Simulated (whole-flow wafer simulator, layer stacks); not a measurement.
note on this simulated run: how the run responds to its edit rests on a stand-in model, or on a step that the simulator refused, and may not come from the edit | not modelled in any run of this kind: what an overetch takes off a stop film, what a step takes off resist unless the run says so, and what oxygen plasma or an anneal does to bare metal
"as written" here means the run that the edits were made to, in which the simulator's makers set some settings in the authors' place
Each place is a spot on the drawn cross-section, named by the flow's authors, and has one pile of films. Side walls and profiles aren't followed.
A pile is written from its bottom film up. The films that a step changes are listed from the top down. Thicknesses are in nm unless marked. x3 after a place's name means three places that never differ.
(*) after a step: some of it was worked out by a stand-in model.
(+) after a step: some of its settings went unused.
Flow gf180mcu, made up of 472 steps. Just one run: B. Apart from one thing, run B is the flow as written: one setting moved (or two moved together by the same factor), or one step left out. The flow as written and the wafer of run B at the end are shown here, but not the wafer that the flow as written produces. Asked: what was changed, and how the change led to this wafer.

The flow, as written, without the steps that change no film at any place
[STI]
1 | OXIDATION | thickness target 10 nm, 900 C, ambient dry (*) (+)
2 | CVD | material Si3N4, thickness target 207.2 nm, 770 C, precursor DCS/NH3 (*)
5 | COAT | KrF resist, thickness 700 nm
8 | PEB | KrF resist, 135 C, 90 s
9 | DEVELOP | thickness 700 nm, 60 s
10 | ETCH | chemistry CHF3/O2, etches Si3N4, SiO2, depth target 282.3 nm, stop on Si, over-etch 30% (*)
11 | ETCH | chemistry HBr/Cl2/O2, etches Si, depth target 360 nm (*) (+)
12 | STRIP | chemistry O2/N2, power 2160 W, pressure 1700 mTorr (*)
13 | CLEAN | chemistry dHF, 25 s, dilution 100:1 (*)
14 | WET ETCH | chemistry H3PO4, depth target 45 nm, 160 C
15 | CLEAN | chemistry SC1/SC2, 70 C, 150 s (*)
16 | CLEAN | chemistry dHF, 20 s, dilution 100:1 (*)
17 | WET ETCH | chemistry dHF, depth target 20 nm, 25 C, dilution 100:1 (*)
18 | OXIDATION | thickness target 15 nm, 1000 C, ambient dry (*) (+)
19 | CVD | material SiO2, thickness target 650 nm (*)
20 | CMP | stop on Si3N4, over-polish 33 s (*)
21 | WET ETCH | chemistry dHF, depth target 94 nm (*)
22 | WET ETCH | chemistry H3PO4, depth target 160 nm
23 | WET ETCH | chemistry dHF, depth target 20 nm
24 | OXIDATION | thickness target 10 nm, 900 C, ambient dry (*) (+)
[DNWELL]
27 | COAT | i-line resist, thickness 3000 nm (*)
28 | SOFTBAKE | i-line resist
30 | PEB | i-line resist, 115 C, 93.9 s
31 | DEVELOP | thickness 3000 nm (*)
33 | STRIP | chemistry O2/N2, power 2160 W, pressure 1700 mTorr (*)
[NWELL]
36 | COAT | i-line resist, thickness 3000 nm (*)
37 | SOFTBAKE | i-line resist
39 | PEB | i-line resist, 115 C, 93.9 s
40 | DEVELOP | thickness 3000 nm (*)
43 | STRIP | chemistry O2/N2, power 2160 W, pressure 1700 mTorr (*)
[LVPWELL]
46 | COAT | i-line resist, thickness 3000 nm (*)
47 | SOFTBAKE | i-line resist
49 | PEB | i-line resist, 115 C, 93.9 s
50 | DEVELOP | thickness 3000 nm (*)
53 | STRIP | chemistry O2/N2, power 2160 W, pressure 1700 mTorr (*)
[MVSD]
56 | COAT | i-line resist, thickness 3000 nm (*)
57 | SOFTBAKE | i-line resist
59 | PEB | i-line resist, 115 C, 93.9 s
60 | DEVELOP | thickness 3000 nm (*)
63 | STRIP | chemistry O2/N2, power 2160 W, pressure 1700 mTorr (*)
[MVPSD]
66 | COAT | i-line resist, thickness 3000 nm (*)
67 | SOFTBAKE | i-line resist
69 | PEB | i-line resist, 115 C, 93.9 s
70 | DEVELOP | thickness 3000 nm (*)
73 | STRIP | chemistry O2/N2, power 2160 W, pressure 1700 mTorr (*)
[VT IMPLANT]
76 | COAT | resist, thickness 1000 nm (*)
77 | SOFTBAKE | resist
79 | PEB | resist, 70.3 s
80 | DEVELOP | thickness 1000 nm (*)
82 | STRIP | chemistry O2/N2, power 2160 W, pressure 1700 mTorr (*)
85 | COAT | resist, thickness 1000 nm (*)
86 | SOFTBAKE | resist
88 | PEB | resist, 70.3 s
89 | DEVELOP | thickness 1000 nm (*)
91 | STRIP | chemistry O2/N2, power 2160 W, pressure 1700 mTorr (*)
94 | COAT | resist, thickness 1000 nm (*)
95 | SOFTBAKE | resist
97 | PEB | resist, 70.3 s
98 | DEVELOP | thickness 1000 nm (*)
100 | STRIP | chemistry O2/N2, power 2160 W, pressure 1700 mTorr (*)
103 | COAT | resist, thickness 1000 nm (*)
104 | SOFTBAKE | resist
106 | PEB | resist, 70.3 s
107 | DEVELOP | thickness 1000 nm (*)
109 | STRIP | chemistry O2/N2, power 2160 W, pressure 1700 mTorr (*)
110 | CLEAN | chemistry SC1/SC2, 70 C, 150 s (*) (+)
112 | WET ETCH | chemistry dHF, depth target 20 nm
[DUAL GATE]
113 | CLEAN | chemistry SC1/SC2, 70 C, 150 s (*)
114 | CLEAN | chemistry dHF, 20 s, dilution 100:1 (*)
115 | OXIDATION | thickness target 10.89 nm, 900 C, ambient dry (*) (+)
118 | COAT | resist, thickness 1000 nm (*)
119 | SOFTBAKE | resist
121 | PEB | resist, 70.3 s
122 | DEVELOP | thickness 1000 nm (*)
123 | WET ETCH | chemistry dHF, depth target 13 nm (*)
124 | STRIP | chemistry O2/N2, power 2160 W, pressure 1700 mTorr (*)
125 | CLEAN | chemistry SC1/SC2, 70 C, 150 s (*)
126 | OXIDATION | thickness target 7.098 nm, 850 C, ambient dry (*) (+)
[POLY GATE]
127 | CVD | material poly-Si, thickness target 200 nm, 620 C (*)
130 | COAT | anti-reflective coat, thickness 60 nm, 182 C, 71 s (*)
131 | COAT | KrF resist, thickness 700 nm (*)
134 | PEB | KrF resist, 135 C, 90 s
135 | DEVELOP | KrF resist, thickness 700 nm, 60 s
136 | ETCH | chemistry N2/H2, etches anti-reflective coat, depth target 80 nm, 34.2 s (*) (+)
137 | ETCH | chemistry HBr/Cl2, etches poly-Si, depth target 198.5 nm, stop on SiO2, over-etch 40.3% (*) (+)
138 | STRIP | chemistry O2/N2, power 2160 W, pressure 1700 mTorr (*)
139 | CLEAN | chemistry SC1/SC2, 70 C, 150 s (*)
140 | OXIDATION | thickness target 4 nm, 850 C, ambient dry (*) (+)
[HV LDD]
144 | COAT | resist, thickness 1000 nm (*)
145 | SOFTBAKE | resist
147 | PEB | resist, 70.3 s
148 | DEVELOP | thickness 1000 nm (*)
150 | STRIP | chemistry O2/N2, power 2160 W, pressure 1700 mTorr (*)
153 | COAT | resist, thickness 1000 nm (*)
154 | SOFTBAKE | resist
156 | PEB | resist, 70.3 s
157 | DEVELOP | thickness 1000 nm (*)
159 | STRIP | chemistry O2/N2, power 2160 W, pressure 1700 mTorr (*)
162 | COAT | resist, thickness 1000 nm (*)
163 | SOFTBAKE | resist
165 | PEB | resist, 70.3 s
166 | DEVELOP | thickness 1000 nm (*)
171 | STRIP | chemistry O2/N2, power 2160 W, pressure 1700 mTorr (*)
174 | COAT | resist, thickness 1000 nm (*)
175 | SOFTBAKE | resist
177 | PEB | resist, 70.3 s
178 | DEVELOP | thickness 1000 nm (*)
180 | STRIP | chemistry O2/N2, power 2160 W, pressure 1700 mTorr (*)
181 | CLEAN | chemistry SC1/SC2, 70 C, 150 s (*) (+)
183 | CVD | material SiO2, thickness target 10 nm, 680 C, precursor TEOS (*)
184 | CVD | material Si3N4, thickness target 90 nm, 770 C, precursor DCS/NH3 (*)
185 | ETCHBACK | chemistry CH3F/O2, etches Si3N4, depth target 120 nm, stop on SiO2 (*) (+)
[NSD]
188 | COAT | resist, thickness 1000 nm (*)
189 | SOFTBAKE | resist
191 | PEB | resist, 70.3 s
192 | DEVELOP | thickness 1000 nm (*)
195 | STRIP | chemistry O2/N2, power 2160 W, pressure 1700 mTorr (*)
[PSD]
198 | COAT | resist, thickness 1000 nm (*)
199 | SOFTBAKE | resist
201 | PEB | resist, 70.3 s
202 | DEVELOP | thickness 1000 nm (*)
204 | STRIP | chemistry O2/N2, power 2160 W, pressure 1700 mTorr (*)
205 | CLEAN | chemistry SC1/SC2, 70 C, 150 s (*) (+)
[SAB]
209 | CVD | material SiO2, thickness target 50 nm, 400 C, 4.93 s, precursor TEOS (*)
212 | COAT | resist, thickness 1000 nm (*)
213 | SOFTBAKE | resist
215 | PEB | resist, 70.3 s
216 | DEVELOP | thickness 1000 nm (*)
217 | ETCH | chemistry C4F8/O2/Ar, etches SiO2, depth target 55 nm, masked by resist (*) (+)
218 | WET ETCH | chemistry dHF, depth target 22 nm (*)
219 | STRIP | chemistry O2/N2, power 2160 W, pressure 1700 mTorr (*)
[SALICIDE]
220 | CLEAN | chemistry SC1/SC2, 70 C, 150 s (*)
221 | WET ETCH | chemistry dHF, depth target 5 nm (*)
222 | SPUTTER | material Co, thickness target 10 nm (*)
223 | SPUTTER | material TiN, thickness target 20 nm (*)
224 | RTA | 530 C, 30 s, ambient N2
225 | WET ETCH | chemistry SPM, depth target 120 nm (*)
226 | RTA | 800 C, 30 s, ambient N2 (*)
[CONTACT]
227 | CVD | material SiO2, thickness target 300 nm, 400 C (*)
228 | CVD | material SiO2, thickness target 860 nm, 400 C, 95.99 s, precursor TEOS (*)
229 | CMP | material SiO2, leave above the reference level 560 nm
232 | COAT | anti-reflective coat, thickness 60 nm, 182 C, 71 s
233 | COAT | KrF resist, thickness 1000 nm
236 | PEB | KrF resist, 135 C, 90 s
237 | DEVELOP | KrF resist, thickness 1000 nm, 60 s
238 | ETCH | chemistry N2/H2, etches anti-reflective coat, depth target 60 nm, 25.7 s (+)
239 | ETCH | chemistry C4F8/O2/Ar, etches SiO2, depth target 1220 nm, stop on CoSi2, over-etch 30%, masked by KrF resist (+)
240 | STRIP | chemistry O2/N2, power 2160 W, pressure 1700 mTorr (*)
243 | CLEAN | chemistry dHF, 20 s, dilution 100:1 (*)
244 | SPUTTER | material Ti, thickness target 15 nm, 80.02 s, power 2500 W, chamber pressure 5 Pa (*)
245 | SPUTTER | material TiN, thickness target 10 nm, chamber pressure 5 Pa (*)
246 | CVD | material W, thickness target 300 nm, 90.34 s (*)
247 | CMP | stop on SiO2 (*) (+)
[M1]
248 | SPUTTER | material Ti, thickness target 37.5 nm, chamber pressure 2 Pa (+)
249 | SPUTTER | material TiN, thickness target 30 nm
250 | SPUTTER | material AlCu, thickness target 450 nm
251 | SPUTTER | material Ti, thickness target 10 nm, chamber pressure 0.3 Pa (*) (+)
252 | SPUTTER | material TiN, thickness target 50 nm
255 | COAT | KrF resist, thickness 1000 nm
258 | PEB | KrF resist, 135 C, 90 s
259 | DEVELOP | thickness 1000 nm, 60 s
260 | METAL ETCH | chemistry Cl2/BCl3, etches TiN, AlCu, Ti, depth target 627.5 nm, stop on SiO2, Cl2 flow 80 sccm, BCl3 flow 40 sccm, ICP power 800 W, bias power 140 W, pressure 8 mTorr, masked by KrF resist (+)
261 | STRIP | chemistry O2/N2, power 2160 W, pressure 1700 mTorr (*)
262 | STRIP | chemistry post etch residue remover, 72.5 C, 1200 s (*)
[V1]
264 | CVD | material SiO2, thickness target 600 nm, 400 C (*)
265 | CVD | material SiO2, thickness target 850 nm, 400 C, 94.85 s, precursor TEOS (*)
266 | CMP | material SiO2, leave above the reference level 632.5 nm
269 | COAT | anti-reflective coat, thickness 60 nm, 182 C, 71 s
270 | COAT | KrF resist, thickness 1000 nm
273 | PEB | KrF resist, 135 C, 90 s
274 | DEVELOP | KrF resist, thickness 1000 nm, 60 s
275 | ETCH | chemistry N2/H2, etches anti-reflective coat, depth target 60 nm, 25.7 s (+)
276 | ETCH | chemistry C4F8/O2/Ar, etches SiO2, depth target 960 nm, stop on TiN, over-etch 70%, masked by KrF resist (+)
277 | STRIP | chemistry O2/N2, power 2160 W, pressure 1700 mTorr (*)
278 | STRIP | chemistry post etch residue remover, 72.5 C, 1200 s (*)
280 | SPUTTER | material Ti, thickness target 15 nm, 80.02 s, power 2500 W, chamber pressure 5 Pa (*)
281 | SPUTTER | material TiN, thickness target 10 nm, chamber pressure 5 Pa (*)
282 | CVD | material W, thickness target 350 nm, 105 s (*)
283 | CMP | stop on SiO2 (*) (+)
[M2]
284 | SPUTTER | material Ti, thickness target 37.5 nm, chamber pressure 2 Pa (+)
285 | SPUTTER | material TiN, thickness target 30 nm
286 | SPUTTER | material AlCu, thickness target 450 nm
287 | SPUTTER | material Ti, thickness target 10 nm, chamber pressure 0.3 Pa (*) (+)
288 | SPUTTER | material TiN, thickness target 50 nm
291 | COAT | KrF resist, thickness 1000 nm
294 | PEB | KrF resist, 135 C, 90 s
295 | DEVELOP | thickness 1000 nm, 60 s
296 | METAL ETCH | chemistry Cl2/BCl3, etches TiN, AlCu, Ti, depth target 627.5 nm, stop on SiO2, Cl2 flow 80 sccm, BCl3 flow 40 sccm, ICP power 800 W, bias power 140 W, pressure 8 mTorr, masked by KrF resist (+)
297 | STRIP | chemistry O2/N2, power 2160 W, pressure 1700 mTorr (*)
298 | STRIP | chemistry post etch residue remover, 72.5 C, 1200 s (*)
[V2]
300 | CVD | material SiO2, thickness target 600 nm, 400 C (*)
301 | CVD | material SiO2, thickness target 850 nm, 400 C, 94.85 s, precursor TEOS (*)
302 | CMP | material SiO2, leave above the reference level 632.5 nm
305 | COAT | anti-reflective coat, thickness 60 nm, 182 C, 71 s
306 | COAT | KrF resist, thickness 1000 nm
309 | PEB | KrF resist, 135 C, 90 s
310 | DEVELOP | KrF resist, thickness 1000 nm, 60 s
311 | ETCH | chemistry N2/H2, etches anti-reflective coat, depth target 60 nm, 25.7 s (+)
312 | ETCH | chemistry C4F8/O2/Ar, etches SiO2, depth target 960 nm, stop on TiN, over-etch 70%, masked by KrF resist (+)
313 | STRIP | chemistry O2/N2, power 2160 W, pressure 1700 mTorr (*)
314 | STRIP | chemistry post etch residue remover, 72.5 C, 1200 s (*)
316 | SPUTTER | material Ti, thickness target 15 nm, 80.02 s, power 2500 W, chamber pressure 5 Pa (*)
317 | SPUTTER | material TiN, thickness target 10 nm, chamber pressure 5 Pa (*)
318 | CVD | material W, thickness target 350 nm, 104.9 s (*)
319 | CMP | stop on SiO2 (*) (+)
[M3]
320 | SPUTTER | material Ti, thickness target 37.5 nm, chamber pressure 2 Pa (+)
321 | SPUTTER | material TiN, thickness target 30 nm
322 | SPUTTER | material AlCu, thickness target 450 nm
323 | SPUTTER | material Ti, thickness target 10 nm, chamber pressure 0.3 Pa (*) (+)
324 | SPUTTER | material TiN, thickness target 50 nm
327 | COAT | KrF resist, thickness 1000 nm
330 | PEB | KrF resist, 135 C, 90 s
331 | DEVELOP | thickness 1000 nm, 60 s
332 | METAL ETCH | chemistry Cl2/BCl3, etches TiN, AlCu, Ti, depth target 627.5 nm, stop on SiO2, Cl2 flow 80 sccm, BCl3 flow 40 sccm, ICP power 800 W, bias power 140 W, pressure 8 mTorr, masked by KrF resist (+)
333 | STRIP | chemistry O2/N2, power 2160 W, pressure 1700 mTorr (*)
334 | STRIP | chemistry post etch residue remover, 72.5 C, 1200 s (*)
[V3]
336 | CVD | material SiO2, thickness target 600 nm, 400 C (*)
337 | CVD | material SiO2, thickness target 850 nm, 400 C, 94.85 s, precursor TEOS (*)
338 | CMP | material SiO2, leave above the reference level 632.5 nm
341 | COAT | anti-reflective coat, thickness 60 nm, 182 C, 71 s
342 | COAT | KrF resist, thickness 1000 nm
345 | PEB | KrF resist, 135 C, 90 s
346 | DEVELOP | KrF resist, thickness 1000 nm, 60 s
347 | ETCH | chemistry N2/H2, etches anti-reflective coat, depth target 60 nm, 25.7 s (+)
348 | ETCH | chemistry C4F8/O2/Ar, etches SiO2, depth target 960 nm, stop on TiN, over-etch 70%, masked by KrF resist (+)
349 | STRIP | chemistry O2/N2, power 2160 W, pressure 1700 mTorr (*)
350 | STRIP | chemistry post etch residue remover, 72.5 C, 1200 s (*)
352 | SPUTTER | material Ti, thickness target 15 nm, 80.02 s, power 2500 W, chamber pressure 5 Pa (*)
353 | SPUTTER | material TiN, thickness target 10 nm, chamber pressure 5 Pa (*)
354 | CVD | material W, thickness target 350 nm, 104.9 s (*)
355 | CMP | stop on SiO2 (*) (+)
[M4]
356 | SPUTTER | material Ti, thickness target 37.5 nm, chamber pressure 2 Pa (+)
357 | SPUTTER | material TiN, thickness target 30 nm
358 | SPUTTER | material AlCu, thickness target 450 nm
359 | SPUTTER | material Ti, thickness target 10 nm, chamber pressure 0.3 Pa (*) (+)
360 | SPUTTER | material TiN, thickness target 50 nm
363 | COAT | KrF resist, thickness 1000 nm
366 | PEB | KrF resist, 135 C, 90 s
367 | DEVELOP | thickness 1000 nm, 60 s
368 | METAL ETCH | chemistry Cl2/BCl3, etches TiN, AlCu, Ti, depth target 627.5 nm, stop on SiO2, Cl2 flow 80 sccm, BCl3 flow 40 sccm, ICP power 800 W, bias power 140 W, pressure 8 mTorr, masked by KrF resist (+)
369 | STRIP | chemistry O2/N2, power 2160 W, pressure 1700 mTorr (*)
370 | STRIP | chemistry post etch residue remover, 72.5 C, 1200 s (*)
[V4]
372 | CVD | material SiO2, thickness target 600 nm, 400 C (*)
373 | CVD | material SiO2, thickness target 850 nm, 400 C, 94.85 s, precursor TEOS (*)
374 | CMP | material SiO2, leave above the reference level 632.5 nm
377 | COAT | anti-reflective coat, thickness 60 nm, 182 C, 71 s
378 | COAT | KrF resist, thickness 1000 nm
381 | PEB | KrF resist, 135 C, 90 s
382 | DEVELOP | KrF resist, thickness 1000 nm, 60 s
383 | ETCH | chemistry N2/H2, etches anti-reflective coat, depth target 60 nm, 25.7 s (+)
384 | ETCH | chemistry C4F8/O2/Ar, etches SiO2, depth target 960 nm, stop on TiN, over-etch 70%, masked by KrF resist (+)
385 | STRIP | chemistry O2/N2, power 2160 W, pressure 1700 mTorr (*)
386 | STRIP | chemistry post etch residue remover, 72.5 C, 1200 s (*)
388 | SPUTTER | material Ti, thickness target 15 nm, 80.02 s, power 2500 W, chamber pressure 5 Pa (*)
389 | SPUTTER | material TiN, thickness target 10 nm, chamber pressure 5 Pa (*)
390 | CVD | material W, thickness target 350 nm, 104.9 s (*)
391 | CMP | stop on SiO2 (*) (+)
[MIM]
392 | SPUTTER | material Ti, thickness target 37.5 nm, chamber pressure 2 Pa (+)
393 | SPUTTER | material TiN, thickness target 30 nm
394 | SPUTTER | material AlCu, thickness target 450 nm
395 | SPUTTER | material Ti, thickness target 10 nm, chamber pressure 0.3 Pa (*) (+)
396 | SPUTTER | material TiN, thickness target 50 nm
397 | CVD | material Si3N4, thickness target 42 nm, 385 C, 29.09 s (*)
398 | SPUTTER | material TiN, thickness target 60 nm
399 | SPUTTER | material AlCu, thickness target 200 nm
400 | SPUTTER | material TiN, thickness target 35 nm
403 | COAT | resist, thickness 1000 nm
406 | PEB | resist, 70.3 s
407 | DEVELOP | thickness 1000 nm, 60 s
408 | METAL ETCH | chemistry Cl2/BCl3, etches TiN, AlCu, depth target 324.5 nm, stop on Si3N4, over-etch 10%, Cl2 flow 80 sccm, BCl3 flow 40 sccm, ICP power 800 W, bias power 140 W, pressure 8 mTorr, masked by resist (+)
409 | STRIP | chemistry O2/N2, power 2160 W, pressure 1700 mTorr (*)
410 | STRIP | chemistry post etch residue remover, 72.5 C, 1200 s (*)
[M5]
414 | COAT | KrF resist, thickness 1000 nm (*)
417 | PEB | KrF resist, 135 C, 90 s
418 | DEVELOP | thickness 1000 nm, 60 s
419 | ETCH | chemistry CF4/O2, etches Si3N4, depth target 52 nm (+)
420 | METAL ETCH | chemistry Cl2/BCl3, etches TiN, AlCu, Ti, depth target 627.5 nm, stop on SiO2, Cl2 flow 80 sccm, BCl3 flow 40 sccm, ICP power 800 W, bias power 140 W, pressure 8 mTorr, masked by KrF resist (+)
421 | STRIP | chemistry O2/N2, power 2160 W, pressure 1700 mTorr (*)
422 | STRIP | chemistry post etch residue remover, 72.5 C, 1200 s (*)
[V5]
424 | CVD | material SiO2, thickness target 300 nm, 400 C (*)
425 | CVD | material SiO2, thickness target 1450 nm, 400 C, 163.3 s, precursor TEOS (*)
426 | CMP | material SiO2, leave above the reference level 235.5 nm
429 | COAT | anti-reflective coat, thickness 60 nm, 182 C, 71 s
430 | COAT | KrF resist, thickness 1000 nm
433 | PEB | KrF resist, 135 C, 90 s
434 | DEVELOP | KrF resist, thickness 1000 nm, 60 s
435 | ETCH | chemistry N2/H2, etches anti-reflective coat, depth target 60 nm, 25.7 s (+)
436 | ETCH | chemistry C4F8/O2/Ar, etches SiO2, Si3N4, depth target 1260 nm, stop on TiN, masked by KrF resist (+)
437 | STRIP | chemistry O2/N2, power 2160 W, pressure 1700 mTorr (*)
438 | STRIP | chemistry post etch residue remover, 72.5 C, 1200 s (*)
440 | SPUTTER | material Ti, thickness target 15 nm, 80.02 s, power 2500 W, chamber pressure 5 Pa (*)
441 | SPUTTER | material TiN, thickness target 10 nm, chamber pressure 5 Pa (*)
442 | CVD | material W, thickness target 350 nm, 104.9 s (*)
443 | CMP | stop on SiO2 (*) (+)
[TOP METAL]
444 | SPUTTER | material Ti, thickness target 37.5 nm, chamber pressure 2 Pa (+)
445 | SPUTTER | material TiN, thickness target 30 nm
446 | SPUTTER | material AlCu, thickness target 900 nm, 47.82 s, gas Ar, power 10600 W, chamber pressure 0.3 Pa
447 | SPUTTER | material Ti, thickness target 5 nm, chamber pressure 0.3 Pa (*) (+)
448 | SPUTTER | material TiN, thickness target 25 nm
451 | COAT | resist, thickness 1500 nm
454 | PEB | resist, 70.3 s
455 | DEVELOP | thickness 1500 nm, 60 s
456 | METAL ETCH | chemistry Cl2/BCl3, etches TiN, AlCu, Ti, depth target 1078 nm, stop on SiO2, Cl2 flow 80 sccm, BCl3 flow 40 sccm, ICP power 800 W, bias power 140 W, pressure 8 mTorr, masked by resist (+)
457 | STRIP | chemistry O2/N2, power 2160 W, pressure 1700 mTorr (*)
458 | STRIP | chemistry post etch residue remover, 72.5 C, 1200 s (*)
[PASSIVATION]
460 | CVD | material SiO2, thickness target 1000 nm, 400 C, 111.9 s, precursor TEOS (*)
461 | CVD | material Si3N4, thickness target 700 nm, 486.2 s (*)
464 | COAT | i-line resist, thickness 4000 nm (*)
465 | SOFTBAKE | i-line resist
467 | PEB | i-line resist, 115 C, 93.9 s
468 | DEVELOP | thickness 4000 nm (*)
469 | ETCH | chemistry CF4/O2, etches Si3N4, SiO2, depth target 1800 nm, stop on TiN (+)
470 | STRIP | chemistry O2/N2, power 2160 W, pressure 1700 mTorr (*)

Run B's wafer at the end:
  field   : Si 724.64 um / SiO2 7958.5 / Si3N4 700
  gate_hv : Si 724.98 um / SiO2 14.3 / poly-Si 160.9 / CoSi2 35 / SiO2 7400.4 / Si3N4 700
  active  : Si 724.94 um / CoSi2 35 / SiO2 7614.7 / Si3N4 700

Cause: step 338, CMP: leave above the reference level 363.7 nm was run, while the flow as written has leave above the reference level 632.5 nm.

How this came from the change, step by step:
  338 | CMP | material SiO2, leave above the reference level 632.5 nm
      field, field__w1, field__w2 and 103 more: SiO2 loses 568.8 (in the flow as written it would be: SiO2 loses 300)
      field__w8, contact, m1, m1__w1, m1_nw: SiO2 loses 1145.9 (in the flow as written it would be: SiO2 loses 877.1)
  348 | ETCH | chemistry C4F8/O2/Ar, etches SiO2, depth target 960 nm, stop on TiN, over-etch 70%, masked by KrF resist (+)
      field, field__w1, field__w2 and 107 more: KrF resist loses 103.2 (in the flow as written it would be: KrF resist loses 192)
      contact: SiO2 loses 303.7 (all of it) (in the flow as written it would be: SiO2 loses 572.5 (all of it))
  349 | STRIP | chemistry O2/N2, power 2160 W, pressure 1700 mTorr (*)
      field, field__w1, field__w2 and 107 more: KrF resist loses 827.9 (all of it), anti-reflective coat loses 60 (all of it) (in the flow as written it would be: KrF resist loses 739.2 (all of it), anti-reflective coat loses 60 (all of it))
  352 | SPUTTER | material Ti, thickness target 15 nm, 80.02 s, power 2500 W, chamber pressure 5 Pa (*)
      contact: Ti gains 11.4 (new film) (in the flow as written it would be: Ti gains 9.65 (new film))
  353 | SPUTTER | material TiN, thickness target 10 nm, chamber pressure 5 Pa (*)
      contact: TiN gains 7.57 (new film) (in the flow as written it would be: TiN gains 6.4 (new film))
  354 | CVD | material W, thickness target 350 nm, 104.9 s (*)
      contact: W gains 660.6 (new film) (in the flow as written it would be: W gains 932.3 (new film))
